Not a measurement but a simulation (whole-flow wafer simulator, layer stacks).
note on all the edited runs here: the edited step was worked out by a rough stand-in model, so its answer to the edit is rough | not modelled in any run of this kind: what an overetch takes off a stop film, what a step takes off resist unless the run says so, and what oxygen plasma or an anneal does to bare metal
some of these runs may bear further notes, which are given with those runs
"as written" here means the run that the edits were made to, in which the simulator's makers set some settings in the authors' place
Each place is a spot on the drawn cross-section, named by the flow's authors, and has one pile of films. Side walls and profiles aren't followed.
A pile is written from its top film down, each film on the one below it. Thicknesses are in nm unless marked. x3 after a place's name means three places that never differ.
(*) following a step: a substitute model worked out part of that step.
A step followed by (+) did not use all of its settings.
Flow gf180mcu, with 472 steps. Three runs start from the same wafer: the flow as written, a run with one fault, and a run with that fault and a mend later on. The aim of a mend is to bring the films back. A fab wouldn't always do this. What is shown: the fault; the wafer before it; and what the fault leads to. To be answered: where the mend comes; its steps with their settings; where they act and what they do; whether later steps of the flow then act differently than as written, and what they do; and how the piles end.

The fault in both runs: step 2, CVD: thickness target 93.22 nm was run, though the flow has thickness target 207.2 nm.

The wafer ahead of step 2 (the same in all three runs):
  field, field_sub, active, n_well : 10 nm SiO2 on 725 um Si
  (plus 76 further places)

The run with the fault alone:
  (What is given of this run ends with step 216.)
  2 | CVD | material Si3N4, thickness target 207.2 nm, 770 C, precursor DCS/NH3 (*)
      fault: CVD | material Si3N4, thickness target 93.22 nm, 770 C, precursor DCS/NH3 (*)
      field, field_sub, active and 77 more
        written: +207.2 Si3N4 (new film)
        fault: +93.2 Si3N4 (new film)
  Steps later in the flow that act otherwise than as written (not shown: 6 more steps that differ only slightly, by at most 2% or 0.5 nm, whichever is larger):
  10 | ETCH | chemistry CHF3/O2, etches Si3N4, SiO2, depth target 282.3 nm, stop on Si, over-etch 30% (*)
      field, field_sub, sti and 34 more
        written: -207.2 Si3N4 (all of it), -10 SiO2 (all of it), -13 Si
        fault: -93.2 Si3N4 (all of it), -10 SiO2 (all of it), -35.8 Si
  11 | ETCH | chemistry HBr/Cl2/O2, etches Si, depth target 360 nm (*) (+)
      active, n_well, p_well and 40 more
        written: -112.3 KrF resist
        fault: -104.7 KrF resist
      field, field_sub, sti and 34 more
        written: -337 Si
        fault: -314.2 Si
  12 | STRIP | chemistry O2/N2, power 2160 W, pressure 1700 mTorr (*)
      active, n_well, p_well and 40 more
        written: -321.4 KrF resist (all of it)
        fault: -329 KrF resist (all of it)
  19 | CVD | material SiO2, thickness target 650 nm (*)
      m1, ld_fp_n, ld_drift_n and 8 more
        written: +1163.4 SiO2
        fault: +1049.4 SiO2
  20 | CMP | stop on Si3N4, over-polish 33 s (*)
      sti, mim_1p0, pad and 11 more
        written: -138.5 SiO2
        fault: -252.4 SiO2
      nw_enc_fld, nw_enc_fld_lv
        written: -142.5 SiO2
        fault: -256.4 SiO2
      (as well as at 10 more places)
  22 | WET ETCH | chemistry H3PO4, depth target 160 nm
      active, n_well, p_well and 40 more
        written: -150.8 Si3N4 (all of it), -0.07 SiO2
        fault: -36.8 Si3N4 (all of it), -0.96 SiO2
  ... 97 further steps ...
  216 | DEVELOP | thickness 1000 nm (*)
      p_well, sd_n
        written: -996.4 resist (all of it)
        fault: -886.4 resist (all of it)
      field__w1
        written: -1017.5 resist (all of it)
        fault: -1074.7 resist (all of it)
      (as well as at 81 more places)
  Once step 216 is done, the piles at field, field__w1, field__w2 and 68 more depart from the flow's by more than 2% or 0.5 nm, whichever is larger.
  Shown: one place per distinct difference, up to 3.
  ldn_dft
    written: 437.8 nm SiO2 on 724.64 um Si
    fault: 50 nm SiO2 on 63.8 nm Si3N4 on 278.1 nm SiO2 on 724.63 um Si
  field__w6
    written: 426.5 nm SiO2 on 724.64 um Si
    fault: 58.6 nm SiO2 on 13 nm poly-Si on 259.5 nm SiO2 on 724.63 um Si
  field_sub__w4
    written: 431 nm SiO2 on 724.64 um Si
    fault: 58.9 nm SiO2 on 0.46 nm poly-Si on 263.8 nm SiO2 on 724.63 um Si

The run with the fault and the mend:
  After step 9 comes the mend.
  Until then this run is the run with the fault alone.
  9a | STRIP | chemistry O2/N2, power 2160 W, pressure 1700 mTorr (*)
      active, n_well, p_well and 40 more
        -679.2 KrF resist (all of it)
  9b | CVD | material Si3N4, thickness target 113.9 nm, 770 C, precursor DCS/NH3 (*) (the flow's step 2, run once more with other settings)
      field, field_sub, active and 77 more
        +113.9 Si3N4
  9c | HMDS | 120 C, 60 s (the flow's step 4, run once more)
      does not change any film at any place that is followed
  9d | COAT | KrF resist, thickness 700 nm (the flow's step 5, run once more)
      field, field_sub, active and 77 more
        +700 KrF resist (new film)
  9e | SOFTBAKE | KrF resist (the flow's step 6, run once more)
      does not change any film at any place that is followed
  9f | EXPOSE | photomask COMP (the flow's step 7, run once more)
      does not change any film at any place that is followed
  9g | PEB | KrF resist, 135 C, 90 s (the flow's step 8, run once more)
      field, field_sub, active and 77 more
        -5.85 KrF resist
  9h | DEVELOP | thickness 700 nm, 60 s (the flow's step 9, run once more)
      active, n_well, p_well and 40 more
        -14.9 KrF resist
      field, field_sub, sti and 34 more
        -694.2 KrF resist (all of it)
  None of the later steps of the flow differs from how it acts as written, at any place that is followed, by more than 2% or 0.5 nm, whichever is larger.
  The piles end the same as the flow's at every place that both follow.
